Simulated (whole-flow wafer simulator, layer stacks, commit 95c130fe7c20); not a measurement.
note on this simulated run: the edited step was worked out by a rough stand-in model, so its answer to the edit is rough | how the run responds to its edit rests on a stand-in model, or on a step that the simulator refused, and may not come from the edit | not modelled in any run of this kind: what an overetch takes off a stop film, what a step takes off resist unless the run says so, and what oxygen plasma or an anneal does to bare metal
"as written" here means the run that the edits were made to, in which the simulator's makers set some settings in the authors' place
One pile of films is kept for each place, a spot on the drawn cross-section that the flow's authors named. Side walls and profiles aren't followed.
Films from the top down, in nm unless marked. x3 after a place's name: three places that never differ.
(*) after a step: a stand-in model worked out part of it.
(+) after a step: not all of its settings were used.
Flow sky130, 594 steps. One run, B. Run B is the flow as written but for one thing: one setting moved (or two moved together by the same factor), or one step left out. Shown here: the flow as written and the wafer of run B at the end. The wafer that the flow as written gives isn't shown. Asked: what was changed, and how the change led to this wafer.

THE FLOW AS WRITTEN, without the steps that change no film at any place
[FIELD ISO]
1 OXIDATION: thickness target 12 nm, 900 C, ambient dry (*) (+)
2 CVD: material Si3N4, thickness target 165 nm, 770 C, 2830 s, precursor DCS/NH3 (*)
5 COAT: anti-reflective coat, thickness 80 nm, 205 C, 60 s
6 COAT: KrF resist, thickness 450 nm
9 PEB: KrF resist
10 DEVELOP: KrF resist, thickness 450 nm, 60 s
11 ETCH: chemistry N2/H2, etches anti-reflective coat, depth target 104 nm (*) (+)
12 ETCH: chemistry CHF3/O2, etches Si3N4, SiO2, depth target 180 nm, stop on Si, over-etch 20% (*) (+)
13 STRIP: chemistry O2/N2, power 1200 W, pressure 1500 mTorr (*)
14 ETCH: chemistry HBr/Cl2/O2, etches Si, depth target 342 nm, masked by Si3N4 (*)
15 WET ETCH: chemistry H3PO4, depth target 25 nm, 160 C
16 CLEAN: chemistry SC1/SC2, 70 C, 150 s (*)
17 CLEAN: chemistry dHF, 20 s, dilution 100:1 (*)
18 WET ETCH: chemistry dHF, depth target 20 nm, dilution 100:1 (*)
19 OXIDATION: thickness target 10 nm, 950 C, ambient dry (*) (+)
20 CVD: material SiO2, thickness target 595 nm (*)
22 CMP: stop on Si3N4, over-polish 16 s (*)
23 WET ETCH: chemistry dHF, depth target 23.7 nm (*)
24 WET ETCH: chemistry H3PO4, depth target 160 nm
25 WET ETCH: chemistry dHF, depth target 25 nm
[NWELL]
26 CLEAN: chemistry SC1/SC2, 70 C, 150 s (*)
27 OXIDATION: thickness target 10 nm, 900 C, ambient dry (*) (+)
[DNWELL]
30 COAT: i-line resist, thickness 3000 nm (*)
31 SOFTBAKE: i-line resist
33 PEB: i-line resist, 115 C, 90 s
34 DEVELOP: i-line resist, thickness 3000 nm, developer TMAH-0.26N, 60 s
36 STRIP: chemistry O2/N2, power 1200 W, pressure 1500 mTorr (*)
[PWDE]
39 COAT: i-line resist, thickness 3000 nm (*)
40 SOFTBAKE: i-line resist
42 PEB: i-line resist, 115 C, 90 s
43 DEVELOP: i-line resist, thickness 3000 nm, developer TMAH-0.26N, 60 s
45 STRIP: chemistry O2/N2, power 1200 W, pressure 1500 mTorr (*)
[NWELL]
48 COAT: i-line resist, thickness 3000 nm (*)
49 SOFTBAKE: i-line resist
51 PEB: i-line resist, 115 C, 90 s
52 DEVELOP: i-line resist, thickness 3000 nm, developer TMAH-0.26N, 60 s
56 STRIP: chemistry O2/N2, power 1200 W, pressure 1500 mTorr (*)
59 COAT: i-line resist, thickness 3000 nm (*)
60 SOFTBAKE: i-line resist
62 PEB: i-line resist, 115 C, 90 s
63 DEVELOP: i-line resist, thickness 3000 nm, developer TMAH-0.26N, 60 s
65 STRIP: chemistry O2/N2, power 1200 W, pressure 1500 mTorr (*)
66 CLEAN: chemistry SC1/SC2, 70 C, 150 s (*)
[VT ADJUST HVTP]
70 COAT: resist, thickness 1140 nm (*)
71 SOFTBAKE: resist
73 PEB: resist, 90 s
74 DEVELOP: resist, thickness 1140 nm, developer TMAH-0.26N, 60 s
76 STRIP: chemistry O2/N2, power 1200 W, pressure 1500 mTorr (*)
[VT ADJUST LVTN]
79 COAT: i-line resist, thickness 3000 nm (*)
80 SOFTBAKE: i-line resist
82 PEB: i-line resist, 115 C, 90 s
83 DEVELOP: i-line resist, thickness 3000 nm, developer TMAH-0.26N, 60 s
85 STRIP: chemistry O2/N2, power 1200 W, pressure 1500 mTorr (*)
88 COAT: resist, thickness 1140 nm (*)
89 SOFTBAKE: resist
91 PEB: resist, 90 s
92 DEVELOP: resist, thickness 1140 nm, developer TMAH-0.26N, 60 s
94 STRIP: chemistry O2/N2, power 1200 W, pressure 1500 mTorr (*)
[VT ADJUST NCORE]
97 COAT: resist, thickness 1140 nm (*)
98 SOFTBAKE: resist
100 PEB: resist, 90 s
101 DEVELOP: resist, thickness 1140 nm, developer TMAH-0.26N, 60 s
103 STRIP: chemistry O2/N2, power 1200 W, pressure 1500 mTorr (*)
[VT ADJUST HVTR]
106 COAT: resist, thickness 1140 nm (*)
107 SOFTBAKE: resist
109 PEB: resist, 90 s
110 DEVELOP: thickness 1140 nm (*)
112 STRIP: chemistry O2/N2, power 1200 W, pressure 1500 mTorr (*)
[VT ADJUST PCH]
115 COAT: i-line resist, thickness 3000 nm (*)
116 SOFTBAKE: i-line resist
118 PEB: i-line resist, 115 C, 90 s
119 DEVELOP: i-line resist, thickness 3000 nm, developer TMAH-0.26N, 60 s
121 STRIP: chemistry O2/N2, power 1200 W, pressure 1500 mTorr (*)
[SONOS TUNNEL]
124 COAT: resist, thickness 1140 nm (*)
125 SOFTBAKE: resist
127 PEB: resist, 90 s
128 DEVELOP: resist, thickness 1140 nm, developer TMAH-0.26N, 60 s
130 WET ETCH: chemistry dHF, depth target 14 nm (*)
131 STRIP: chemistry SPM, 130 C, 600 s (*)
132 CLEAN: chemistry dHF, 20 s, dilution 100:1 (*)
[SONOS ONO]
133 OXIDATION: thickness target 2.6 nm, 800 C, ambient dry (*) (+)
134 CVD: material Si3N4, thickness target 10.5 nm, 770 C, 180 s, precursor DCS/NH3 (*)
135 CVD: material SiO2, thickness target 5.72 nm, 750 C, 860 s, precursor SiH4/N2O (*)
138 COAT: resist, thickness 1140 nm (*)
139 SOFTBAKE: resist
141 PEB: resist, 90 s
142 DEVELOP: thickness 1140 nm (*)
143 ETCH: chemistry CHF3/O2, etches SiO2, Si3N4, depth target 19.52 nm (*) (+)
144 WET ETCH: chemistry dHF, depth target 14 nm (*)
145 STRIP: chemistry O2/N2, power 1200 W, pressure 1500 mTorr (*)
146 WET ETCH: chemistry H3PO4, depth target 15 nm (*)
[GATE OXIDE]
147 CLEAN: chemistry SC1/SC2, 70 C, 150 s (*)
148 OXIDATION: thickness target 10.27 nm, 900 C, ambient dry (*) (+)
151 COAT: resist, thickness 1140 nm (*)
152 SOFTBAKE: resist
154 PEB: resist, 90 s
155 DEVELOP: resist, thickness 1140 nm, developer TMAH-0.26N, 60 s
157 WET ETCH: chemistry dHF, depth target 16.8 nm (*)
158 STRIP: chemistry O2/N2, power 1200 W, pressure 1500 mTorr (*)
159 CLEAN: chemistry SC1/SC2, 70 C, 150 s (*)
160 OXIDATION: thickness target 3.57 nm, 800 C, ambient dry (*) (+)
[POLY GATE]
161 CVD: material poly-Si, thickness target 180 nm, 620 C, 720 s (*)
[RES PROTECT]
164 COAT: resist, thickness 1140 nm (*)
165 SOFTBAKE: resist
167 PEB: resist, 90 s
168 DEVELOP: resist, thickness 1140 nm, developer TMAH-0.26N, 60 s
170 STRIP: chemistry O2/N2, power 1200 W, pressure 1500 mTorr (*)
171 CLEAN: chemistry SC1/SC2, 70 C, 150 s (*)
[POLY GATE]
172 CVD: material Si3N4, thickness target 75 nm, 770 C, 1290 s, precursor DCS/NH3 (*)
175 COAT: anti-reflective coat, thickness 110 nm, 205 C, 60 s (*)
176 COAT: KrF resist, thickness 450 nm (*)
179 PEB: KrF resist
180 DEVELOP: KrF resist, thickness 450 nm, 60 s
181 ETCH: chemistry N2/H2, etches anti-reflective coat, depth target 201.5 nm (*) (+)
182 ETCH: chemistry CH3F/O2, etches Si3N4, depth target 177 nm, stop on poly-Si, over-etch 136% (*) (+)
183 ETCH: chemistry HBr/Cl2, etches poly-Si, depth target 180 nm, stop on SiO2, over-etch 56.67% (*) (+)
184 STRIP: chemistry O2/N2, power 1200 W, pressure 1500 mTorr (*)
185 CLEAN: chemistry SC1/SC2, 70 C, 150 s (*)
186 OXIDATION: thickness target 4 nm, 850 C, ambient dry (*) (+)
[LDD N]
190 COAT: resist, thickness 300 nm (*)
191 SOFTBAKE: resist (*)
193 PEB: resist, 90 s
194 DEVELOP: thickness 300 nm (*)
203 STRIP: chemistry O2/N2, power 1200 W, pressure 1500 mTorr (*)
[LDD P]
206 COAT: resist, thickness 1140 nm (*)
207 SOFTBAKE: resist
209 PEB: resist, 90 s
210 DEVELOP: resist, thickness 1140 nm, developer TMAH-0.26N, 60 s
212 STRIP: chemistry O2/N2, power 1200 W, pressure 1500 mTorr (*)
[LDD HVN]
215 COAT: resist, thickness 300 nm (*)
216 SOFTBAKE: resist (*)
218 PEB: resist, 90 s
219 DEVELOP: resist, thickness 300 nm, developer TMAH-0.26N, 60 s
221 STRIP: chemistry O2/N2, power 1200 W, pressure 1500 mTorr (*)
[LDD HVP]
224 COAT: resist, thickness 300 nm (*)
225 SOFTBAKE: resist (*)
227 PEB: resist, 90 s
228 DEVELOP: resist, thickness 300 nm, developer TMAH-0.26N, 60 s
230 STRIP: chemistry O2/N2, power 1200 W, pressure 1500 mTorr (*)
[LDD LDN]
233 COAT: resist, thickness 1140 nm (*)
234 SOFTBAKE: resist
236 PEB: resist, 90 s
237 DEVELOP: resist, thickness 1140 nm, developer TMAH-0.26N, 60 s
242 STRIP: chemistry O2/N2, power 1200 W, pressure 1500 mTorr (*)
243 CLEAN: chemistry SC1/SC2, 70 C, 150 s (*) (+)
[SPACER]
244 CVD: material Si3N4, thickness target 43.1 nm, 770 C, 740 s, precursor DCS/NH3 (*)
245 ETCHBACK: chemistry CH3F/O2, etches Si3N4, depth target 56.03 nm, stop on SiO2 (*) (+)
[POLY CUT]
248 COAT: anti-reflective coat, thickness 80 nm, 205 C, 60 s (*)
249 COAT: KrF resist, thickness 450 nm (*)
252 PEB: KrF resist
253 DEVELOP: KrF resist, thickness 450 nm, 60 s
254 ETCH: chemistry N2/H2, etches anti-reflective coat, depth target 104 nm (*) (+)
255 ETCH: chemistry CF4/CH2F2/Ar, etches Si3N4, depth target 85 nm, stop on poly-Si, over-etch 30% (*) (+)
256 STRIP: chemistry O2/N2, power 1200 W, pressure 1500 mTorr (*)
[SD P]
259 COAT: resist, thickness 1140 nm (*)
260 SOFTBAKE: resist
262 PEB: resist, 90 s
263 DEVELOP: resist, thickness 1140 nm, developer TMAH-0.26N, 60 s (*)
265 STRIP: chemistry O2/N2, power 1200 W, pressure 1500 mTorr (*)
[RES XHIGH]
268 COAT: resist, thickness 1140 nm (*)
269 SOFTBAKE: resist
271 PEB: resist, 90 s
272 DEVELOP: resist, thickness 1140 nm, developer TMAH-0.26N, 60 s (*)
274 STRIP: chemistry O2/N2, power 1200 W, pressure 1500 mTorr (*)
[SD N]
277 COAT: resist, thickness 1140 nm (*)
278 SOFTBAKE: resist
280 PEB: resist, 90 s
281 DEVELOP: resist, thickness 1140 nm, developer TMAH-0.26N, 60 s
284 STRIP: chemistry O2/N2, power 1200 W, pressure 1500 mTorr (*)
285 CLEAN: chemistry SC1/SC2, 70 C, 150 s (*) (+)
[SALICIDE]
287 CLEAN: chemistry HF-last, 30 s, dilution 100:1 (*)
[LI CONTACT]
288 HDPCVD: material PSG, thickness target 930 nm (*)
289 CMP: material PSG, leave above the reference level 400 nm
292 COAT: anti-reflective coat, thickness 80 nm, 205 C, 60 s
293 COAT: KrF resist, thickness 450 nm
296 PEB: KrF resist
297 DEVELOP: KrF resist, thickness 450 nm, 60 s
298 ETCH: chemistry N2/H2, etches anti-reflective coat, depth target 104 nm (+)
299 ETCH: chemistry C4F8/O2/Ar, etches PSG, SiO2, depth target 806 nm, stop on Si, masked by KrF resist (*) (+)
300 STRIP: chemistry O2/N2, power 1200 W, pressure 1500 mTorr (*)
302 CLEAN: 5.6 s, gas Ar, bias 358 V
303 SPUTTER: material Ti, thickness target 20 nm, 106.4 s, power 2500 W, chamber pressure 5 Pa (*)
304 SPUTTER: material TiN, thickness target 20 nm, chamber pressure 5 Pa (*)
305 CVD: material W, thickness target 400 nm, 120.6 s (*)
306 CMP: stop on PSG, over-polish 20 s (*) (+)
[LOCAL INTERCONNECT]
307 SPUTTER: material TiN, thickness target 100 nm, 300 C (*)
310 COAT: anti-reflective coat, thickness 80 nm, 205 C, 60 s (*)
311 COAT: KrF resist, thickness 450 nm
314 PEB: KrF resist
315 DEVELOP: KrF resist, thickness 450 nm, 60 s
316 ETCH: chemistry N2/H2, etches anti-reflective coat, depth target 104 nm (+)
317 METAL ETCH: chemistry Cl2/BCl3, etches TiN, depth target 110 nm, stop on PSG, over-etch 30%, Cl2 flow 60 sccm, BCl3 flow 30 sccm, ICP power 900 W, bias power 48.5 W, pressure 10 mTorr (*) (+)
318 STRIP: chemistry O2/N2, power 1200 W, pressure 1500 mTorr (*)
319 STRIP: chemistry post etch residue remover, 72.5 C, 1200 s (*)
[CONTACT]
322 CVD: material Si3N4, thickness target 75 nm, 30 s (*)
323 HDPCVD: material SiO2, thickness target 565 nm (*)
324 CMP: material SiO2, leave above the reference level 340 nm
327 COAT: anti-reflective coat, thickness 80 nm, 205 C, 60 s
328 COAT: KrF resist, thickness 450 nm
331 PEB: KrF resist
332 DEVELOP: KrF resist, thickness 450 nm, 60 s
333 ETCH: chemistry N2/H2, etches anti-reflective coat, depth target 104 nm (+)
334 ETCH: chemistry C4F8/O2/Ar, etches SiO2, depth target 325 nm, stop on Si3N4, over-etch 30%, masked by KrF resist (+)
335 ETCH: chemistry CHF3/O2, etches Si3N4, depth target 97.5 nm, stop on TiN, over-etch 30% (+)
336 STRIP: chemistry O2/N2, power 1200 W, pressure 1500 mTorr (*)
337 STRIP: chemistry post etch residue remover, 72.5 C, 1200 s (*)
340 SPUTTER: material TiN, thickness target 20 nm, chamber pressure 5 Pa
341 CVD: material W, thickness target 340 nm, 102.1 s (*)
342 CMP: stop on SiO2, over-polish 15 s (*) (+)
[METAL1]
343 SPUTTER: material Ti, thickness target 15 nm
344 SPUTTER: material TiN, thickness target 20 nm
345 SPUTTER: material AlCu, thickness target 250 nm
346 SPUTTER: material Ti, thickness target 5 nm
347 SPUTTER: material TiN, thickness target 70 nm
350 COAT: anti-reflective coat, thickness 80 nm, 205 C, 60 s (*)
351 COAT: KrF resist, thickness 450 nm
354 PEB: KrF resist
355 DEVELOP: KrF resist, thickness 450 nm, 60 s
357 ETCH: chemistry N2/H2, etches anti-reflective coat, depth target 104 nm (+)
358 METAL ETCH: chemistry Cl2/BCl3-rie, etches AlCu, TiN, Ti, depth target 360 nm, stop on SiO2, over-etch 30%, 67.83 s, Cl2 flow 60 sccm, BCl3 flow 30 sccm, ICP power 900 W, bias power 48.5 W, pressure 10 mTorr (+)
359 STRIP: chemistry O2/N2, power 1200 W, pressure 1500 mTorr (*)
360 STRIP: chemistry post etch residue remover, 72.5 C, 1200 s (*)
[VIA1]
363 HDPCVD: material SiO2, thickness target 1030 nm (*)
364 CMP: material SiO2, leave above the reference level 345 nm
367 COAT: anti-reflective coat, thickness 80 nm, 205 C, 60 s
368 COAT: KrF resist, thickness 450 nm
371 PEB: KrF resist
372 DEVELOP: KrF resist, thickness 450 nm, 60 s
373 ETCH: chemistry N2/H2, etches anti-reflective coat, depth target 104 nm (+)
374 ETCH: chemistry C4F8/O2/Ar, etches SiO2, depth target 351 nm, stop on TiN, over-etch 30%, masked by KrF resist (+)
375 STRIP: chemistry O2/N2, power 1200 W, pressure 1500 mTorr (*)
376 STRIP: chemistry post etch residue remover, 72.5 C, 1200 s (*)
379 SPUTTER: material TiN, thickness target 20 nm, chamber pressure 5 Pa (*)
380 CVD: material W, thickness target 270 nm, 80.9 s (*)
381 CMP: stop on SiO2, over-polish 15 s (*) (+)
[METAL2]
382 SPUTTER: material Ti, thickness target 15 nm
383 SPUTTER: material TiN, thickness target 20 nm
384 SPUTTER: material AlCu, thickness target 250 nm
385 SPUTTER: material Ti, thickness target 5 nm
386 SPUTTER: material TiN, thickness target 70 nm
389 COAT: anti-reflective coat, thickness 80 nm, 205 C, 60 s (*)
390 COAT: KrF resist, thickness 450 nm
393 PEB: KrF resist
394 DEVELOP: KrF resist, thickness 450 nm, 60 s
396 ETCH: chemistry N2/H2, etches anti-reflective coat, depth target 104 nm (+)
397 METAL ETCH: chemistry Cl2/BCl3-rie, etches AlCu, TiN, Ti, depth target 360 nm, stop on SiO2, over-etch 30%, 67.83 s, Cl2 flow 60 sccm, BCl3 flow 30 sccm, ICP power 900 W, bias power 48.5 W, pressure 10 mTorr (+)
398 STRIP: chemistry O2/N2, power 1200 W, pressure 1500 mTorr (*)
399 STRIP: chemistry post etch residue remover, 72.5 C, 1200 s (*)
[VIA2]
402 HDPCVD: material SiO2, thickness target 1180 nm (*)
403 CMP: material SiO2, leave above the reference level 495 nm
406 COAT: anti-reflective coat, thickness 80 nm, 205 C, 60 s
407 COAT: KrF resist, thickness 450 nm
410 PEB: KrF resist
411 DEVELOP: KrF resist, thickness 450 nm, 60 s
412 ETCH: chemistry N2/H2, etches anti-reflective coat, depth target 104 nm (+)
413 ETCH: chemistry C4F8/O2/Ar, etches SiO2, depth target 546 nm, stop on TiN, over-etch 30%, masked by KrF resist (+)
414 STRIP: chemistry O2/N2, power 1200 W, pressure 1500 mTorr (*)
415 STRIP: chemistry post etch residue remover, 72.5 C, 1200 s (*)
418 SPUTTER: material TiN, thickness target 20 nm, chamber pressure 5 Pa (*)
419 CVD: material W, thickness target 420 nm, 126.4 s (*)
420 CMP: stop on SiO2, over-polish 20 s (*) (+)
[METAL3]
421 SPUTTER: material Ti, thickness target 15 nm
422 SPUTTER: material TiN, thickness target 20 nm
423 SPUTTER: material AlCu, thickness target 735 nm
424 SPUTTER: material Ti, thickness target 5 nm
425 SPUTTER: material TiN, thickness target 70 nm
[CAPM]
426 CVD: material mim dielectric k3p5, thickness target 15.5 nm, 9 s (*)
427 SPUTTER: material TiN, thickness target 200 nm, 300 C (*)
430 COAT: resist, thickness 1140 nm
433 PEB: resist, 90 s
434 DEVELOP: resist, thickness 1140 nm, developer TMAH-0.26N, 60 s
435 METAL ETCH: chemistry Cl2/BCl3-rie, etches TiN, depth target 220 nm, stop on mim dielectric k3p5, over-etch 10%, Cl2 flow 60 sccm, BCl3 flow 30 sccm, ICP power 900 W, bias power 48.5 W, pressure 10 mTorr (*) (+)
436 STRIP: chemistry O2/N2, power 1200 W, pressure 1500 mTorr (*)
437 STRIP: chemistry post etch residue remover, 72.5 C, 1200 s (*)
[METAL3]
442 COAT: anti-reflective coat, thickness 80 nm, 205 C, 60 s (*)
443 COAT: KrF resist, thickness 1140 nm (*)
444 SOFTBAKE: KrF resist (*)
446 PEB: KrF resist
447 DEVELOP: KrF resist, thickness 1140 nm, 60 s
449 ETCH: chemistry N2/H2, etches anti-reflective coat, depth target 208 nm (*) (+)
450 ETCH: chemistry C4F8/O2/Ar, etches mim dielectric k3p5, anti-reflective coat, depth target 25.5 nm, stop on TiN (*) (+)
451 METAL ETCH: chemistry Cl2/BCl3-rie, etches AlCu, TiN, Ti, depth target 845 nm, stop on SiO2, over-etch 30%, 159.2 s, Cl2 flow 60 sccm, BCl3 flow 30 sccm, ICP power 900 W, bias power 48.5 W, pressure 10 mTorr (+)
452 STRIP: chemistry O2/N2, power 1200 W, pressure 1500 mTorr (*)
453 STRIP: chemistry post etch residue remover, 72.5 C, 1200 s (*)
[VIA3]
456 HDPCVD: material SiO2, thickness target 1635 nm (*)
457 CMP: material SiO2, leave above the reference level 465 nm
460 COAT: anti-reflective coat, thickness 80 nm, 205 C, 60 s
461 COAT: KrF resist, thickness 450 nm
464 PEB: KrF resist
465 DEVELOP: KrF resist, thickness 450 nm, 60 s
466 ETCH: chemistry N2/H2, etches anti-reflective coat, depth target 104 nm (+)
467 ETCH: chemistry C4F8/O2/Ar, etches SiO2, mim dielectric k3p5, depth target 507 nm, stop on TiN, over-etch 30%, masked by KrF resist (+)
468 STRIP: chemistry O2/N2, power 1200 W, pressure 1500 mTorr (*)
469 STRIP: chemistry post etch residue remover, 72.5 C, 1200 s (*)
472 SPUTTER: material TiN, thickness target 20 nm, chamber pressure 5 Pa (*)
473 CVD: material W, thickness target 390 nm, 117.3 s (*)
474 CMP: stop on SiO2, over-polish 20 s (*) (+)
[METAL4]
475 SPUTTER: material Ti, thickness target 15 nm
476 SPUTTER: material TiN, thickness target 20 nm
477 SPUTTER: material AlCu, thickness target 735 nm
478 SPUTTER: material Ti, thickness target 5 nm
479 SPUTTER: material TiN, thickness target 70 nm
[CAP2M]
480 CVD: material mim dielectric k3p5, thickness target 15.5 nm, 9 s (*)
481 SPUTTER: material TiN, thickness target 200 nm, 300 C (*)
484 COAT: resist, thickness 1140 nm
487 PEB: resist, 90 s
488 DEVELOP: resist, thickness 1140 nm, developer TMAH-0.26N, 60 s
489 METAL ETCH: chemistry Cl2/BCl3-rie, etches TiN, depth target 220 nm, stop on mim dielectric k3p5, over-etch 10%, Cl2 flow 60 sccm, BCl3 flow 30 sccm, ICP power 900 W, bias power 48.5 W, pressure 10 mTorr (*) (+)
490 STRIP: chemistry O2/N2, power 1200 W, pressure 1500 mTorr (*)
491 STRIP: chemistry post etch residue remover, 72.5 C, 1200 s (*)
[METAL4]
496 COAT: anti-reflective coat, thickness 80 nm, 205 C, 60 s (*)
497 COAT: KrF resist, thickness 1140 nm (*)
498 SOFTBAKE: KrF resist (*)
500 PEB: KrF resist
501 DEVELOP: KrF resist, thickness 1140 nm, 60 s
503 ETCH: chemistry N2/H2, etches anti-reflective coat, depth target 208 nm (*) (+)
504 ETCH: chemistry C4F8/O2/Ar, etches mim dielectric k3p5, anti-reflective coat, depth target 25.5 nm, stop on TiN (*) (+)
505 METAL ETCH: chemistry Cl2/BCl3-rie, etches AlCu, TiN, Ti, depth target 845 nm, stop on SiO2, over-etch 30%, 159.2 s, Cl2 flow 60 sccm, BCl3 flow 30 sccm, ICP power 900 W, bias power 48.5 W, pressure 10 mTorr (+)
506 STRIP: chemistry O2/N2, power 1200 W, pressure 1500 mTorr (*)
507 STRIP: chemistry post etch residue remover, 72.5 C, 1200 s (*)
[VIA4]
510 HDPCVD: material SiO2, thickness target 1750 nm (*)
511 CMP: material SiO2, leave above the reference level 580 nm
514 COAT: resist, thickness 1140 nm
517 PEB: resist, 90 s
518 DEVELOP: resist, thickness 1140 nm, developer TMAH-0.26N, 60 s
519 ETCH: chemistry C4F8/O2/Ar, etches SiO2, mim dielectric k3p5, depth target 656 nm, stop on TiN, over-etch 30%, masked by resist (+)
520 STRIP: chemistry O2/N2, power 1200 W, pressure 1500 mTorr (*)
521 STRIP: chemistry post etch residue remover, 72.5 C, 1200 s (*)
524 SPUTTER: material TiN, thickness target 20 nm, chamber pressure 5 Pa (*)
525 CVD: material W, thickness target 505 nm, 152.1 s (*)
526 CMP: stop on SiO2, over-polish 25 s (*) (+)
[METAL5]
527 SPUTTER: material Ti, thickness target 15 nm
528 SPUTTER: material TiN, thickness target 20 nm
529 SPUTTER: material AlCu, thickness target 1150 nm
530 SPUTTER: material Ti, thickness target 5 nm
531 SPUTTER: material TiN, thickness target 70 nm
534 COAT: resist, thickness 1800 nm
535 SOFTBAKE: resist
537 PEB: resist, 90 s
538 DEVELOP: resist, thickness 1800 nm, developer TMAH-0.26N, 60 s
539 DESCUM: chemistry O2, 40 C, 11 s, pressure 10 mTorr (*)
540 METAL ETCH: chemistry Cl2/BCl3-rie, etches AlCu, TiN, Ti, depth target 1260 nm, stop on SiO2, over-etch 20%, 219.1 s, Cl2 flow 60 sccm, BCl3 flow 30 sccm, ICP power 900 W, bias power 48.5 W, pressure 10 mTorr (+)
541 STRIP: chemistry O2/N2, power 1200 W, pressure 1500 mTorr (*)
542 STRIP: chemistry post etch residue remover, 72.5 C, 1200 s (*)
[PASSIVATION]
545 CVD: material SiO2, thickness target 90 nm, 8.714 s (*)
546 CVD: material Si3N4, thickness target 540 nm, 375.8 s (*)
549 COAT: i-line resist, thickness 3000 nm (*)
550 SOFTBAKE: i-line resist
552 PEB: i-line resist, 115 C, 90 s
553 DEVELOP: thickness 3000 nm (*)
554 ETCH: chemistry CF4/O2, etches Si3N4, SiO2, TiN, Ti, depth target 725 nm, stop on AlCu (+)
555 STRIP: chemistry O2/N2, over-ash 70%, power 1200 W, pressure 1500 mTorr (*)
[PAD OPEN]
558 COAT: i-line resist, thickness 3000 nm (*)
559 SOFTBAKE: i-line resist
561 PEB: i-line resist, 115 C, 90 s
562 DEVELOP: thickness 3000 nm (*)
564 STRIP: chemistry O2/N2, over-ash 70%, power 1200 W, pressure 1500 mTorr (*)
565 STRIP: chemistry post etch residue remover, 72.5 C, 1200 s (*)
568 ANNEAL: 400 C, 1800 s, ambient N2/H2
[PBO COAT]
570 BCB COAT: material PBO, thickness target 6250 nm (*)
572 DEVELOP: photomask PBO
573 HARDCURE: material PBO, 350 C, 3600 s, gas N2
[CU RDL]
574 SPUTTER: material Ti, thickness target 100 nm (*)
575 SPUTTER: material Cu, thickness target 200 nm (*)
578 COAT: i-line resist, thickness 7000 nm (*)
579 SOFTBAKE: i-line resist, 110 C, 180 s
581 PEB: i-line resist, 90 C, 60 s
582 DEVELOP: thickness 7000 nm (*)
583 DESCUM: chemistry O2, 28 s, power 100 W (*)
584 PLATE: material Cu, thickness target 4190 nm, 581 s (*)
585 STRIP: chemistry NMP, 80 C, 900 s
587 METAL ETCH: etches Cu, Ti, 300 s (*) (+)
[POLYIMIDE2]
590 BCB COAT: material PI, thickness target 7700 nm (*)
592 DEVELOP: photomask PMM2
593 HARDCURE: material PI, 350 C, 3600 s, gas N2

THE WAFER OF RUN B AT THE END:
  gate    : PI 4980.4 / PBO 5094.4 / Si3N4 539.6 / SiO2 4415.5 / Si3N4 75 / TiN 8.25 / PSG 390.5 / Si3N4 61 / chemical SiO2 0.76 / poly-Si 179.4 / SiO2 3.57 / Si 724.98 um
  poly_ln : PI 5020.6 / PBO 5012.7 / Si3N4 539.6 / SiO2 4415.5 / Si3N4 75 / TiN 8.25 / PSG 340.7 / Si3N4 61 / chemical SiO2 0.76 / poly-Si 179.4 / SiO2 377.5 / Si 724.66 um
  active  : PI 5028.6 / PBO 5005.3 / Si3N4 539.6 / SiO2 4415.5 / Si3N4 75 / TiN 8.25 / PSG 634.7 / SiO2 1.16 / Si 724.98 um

The cause: step 307, SPUTTER: thickness target 120 nm was run, where the flow has thickness target 100 nm.

How the change led to this, step by step:
  307 SPUTTER: material TiN, thickness target 100 nm, 300 C (*)
      field, active, n_well and 188 more: TiN +120 (new film) (as written it would be: TiN +100 (new film))
  317 METAL ETCH: chemistry Cl2/BCl3, etches TiN, depth target 110 nm, stop on PSG, over-etch 30%, Cl2 flow 60 sccm, BCl3 flow 30 sccm, ICP power 900 W, bias power 48.5 W, pressure 10 mTorr (*) (+)
      field, active, gate and 88 more: TiN -110 (as written it would be: TiN -98.7 (all of it))
  324 CMP: material SiO2, leave above the reference level 340 nm
      field, active, gate and 88 more: SiO2 -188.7 (as written it would be: SiO2 -200.4)
Counting metal films that touch as one body, gate has 1 body; the flow as written gives 0 bodies.
Counting metal films that touch as one body, poly_ln has 1 body; the flow as written gives 0 bodies.
Counting metal films that touch as one body, active has 1 body; the flow as written gives 0 bodies.
